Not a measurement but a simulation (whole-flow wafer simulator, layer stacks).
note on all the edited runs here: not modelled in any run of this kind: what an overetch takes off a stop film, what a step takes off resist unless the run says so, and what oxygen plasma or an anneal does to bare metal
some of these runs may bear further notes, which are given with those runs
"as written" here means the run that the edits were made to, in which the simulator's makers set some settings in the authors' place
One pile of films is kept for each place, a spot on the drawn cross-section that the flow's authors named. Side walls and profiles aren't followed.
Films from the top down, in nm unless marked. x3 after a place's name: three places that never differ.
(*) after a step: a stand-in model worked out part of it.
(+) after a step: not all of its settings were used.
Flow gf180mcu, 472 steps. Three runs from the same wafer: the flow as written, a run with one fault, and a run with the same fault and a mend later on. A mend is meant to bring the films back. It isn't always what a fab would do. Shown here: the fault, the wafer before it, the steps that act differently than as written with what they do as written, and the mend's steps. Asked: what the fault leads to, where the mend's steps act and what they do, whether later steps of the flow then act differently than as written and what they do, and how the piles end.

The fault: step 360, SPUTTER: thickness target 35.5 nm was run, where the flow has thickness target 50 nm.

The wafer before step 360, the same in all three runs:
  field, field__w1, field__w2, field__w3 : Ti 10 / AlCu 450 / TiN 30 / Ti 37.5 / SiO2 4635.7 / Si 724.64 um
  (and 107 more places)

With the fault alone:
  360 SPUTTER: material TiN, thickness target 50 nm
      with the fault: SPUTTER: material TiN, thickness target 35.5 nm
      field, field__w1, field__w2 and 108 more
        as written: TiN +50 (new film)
        with the fault: TiN +35.5 (new film)
  Later steps of the flow that act differently than as written (4 more steps differ only slightly, by at most 2% or 0.5 nm, whichever is larger, and aren't shown):
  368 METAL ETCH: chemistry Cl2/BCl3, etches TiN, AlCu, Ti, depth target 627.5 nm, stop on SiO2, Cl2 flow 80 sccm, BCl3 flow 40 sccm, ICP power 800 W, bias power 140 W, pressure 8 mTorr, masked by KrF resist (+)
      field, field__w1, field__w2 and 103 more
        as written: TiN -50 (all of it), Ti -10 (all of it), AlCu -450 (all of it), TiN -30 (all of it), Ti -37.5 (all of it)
        with the fault: TiN -35.5 (all of it), Ti -10 (all of it), AlCu -450 (all of it), TiN -30 (all of it), Ti -37.5 (all of it)
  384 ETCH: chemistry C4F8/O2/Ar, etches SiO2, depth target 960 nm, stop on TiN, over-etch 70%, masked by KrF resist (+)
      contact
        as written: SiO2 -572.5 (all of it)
        with the fault: SiO2 -587 (all of it)
  At the end the piles differ from the flow's by more than 2% or 0.5 nm, whichever is larger, at field__w8, contact, m1, m1__w1, m1_nw.
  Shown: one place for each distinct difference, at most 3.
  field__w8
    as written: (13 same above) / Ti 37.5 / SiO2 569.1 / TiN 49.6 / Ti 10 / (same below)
    with the fault: (13 same above) / Ti 37.5 / SiO2 583.6 / TiN 35.1 / Ti 10 / (same below)
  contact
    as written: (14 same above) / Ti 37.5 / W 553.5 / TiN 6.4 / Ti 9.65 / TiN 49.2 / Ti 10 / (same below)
    with the fault: (14 same above) / Ti 37.5 / W 568.1 / TiN 6.35 / Ti 9.57 / TiN 34.7 / Ti 10 / (same below)

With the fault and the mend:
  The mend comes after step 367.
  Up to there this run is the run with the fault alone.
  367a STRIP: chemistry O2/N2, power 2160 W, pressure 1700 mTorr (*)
      field__w8, contact, m1, m1__w1, m1_nw
        KrF resist -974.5 (all of it)
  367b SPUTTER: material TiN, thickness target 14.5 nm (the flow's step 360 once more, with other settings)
      field, field__w1, field__w2 and 108 more
        TiN +14.5
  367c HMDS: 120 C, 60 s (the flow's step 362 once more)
      changes no film at any place that is followed
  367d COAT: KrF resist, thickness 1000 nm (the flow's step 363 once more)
      field, field__w1, field__w2 and 108 more
        KrF resist +1000 (new film)
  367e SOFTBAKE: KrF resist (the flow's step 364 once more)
      changes no film at any place that is followed
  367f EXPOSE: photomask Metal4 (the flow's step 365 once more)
      changes no film at any place that is followed
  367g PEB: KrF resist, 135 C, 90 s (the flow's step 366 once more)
      field, field__w1, field__w2 and 108 more
        KrF resist -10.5
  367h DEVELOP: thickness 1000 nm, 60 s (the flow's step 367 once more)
      field, field__w1, field__w2 and 103 more
        KrF resist -989.5 (all of it)
      field__w8, contact, m1, m1__w1, m1_nw
        KrF resist -14.9
  No later step of the flow acts differently than as written at any place that is followed.
  At the end the piles are the same as the flow's at every place that both follow.
